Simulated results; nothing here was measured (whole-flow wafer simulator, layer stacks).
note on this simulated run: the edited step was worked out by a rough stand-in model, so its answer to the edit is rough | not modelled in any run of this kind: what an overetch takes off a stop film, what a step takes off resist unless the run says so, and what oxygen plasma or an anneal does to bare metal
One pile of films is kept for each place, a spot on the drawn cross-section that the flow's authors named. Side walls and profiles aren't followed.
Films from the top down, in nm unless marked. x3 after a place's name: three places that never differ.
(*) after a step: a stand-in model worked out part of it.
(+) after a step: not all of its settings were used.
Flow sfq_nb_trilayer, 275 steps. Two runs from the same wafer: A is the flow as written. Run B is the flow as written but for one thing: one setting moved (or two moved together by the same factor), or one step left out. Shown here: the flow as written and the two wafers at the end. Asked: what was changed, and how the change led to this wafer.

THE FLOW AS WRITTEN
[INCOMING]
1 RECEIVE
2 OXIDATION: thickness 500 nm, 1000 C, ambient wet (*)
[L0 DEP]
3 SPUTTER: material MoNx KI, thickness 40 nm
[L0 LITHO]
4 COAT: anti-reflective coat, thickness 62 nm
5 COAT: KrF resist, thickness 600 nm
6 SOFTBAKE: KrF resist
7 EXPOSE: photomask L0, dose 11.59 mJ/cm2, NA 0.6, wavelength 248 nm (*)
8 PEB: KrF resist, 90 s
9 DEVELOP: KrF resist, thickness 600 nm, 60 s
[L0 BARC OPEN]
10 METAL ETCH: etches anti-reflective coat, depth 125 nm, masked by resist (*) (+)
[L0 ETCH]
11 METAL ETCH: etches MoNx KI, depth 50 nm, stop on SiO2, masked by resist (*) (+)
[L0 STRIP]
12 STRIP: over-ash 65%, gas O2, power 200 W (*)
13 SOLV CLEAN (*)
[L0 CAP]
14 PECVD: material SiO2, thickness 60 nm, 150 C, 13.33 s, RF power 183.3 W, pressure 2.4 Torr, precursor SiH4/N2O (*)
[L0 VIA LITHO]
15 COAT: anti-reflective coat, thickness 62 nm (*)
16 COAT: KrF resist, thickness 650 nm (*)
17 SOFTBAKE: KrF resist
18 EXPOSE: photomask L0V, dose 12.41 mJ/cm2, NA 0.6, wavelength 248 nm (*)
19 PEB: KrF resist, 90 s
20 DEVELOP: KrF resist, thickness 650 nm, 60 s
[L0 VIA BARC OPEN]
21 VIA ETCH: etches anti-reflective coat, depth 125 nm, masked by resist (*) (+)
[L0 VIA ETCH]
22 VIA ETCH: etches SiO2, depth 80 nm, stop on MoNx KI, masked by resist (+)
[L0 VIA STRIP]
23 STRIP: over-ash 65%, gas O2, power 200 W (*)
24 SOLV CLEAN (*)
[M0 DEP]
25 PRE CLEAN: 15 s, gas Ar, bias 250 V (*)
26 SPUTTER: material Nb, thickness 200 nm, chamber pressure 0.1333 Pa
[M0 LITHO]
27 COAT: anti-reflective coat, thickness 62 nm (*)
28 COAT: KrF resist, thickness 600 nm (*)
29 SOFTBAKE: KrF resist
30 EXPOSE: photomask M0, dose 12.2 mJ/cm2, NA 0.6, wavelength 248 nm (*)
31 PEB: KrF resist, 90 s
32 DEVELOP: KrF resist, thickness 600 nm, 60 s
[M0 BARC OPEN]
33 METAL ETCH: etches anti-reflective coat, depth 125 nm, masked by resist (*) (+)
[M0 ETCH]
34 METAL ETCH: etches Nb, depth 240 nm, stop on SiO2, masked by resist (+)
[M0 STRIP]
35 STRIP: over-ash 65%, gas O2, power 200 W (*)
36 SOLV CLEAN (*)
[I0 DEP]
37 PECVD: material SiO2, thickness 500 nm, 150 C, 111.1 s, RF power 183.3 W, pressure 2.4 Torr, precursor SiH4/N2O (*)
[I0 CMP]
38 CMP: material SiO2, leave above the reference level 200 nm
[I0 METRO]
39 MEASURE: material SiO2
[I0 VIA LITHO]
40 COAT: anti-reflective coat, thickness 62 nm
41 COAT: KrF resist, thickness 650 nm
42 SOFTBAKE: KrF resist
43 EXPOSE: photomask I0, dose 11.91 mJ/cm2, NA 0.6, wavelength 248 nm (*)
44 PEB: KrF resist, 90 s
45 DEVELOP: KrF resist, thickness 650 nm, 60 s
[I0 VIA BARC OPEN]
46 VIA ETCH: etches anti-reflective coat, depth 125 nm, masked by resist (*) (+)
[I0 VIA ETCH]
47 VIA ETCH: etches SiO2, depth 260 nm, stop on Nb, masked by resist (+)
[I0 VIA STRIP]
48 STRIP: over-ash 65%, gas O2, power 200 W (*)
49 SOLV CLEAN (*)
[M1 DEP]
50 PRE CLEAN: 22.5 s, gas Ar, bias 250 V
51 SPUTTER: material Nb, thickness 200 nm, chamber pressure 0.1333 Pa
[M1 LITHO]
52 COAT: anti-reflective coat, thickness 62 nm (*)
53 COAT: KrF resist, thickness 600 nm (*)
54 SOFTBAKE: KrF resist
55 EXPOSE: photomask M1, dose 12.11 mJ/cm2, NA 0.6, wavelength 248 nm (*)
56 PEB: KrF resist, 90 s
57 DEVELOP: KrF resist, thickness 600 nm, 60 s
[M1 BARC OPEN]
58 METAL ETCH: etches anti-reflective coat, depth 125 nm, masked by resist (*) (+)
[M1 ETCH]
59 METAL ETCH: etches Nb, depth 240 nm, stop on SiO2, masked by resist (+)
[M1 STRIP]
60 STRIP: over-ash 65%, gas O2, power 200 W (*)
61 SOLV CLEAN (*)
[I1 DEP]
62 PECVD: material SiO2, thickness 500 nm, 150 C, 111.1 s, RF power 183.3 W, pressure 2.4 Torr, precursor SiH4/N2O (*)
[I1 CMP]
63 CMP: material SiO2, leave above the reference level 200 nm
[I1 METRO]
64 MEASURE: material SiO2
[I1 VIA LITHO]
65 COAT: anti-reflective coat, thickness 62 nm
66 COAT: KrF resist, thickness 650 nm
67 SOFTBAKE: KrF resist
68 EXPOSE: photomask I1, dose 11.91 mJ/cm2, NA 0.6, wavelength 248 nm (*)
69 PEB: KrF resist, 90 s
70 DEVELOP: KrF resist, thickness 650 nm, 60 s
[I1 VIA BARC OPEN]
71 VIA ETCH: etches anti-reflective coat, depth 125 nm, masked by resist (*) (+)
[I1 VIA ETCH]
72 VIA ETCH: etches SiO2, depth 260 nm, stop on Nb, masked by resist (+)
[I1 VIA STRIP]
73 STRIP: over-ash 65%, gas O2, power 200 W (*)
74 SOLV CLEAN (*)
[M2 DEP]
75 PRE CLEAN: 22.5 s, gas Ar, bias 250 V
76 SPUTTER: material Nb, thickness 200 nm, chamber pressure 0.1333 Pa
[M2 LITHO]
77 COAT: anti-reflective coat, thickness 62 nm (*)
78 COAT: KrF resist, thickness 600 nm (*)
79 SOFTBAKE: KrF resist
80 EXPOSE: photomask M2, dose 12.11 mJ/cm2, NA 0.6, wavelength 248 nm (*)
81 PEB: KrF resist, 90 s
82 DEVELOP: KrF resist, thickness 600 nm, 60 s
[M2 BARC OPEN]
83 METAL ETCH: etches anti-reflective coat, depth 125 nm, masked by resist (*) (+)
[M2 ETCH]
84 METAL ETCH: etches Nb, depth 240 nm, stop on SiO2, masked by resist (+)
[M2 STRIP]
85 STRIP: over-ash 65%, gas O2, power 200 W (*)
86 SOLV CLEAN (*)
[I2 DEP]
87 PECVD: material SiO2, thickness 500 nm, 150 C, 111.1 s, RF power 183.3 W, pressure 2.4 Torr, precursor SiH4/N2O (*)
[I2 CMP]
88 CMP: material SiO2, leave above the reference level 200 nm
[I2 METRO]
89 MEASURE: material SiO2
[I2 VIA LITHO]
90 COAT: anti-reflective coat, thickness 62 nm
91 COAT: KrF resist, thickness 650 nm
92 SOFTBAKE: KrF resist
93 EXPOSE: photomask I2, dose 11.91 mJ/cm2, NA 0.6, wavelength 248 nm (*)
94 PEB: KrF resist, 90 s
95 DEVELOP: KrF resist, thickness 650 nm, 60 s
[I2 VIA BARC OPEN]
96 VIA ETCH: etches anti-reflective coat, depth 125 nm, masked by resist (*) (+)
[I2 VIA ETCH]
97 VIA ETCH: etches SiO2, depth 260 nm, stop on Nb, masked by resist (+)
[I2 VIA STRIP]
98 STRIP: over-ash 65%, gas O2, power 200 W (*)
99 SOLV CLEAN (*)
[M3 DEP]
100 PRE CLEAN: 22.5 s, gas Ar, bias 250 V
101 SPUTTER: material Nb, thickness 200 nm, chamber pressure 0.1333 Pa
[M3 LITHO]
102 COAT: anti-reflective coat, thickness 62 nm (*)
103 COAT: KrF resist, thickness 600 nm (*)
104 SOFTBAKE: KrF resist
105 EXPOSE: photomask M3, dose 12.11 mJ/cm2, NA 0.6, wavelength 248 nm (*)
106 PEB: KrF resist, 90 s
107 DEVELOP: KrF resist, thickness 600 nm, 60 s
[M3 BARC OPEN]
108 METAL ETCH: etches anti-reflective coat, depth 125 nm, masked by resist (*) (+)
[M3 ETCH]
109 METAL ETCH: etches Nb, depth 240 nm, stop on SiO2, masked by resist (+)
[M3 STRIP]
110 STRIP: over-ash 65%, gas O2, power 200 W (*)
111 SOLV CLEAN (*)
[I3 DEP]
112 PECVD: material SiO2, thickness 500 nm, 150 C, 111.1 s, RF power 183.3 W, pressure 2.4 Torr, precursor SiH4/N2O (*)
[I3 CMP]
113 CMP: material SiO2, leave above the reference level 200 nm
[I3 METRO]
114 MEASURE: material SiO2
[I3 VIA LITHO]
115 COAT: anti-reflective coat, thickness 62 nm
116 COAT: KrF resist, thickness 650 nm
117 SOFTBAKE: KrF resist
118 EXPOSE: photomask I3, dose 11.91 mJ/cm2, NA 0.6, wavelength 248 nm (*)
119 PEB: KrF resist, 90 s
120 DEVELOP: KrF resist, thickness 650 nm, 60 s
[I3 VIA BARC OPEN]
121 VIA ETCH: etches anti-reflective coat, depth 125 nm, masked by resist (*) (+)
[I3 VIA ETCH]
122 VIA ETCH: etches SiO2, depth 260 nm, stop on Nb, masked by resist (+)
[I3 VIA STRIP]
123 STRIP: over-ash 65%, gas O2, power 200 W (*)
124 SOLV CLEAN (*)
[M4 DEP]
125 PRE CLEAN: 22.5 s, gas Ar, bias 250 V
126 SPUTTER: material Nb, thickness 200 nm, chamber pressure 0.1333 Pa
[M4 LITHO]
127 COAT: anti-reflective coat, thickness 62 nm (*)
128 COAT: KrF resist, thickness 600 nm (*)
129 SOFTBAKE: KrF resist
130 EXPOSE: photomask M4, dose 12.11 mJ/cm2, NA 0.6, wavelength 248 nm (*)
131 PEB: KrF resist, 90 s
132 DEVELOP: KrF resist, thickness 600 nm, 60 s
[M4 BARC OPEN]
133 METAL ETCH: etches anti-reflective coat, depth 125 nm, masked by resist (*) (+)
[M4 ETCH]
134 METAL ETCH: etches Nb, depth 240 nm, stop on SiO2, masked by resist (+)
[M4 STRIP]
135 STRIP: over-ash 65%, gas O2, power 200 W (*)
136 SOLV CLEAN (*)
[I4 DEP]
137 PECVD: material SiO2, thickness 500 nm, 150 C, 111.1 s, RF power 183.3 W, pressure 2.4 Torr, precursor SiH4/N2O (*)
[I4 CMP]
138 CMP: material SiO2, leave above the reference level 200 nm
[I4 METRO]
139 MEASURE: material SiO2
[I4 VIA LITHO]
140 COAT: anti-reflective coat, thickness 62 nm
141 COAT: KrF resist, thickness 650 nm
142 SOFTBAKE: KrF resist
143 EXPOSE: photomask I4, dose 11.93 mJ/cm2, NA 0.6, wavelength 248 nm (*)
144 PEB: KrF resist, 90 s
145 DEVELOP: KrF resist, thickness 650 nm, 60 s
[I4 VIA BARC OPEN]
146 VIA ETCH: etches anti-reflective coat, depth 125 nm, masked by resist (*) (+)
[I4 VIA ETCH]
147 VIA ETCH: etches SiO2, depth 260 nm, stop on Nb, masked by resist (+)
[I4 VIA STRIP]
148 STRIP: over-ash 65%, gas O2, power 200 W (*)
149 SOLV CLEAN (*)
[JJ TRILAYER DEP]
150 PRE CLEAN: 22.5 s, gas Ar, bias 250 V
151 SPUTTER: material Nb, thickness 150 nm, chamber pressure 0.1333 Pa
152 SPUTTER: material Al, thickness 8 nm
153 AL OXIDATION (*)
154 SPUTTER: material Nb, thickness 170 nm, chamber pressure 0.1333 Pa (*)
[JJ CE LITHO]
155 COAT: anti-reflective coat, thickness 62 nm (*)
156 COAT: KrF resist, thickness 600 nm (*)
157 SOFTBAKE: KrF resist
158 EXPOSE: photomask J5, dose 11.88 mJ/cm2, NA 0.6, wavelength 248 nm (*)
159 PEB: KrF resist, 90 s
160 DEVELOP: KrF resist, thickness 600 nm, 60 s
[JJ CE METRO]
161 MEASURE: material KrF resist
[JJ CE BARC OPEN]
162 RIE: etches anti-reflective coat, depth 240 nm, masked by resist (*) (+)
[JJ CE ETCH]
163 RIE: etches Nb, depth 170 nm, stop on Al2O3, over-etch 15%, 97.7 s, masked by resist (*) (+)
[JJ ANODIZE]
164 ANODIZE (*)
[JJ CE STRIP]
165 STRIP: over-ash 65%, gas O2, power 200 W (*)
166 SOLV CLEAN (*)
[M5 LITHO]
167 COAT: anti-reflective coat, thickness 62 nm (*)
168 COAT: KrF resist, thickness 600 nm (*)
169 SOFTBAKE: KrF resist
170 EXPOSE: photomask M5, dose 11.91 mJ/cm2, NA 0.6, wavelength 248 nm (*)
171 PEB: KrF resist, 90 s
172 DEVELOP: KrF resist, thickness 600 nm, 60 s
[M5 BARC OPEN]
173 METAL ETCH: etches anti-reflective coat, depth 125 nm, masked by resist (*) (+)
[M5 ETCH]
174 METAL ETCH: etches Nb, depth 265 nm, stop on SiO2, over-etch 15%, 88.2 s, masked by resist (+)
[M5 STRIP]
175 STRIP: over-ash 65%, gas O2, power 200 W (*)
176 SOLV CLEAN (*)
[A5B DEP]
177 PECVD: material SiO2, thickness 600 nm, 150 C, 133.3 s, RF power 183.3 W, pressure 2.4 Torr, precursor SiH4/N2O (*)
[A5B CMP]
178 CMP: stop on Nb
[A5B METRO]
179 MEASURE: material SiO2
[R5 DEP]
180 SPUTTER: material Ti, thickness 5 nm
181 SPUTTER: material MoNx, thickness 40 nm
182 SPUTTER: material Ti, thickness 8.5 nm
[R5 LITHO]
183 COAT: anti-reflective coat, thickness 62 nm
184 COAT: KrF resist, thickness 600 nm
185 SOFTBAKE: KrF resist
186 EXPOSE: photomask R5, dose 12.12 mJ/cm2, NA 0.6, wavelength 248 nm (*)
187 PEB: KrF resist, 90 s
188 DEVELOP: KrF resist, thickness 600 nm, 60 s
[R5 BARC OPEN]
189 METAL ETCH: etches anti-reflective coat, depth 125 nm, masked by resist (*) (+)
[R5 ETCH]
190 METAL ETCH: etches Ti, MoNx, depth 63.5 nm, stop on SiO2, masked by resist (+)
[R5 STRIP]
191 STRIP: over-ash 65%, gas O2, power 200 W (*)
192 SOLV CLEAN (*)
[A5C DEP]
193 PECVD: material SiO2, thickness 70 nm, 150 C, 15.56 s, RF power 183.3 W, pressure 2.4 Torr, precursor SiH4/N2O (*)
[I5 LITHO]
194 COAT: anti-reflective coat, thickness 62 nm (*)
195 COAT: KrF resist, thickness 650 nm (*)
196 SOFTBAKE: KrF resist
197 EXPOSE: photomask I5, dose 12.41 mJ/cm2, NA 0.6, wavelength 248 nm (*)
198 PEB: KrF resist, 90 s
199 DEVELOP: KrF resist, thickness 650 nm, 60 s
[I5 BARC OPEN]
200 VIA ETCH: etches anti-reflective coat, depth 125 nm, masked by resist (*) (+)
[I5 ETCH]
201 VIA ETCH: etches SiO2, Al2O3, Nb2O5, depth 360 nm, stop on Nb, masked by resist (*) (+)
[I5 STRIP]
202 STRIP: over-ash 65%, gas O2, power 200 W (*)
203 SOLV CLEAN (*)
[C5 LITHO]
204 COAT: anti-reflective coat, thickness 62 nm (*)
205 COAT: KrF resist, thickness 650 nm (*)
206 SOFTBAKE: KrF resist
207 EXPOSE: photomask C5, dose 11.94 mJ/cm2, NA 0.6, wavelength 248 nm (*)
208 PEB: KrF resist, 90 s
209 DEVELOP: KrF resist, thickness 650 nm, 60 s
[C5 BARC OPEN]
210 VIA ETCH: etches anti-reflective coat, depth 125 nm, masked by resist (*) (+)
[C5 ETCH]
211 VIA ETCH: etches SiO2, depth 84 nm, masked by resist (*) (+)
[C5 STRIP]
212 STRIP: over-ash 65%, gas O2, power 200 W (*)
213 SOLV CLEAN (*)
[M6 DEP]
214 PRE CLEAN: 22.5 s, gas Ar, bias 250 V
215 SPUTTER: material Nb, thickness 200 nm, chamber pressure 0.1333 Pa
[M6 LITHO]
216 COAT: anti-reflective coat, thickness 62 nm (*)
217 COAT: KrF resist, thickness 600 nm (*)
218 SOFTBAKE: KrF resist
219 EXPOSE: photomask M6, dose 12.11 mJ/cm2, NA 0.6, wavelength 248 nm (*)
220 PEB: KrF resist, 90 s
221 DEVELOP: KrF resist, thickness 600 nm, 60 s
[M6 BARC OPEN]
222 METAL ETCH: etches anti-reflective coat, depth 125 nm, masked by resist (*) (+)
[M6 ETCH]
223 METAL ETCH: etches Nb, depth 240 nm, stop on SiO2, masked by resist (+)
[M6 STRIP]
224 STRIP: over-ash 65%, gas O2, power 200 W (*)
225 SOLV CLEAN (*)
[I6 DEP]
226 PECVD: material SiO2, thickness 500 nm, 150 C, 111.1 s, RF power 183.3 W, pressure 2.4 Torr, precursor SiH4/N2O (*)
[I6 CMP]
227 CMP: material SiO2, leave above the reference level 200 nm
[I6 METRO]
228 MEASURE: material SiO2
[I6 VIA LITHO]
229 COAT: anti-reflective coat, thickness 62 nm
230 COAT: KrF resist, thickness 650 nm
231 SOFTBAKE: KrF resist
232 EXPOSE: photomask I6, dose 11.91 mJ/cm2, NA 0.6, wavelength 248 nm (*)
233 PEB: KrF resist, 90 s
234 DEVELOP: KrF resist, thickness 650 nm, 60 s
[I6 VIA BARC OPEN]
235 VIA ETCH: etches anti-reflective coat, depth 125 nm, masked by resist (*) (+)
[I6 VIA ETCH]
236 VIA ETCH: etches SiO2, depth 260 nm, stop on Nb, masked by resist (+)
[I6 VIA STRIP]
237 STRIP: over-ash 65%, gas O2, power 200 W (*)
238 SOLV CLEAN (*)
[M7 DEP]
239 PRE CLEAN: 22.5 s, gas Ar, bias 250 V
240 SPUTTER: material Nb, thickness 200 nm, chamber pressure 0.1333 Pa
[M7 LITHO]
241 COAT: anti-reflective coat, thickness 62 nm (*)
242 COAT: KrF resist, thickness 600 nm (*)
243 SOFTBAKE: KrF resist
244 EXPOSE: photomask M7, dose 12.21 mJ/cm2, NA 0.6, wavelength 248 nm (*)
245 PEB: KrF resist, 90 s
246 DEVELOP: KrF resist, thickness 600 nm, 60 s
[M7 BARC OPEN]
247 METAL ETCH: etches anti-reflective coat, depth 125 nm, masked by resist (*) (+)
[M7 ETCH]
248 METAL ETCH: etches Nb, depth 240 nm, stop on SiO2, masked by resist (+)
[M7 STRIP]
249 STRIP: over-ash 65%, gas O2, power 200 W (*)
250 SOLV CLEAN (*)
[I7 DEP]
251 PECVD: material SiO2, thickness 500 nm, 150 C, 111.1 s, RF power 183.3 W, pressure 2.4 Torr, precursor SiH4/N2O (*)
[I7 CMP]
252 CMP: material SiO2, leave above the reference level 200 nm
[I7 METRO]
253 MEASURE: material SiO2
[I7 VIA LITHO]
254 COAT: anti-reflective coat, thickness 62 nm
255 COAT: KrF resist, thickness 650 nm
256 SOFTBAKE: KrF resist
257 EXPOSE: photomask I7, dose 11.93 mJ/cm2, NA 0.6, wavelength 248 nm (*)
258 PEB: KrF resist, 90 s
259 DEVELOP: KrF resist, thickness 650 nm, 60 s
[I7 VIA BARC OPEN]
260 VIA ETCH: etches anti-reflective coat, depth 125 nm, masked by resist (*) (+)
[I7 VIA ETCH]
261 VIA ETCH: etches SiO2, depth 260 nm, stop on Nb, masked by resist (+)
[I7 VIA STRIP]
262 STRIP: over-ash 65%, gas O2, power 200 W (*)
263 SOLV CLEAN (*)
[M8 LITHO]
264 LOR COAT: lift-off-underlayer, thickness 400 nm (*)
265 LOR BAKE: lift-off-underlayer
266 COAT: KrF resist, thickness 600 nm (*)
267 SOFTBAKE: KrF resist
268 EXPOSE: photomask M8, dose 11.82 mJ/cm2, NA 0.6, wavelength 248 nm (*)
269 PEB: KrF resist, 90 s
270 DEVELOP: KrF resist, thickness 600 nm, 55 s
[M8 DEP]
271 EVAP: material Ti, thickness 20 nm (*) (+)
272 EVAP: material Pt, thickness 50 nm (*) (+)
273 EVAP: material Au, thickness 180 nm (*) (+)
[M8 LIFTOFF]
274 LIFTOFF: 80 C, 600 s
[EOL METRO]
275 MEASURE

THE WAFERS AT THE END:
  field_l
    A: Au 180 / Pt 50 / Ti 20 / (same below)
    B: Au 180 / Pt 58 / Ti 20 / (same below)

The cause: step 272, EVAP: thickness 58 nm was run, where the flow has thickness 50 nm.
It can be read off the wafer: field_l has Pt 58, and step 272 as written asks for 50 nm.

How the change led to this, step by step:
  272 EVAP: material Pt, thickness 50 nm (*) (+)
      field_l, v_sur, via_wl and 103 more: A Pt +50 (new film) | B Pt +58 (new film)
  274 LIFTOFF: 80 C, 600 s
      p4_fl, p4_fm, p4_w1 and 71 more: A Au -180 (all of it), Pt -50 (all of it), Ti -20 (all of it), KrF resist -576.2 (all of it), lift-off-underlayer -400 (all of it) | B Au -180 (all of it), Pt -58 (all of it), Ti -20 (all of it), KrF resist -576.2 (all of it), lift-off-underlayer -400 (all of it)
      c5j, ce_r: A Au -180 (all of it), Pt -50 (all of it), Ti -20 (all of it), KrF resist -573.3 (all of it), lift-off-underlayer -399.3 (all of it) | B Au -180 (all of it), Pt -58 (all of it), Ti -20 (all of it), KrF resist -573.3 (all of it), lift-off-underlayer -399.3 (all of it)
      (and at 19 more places)
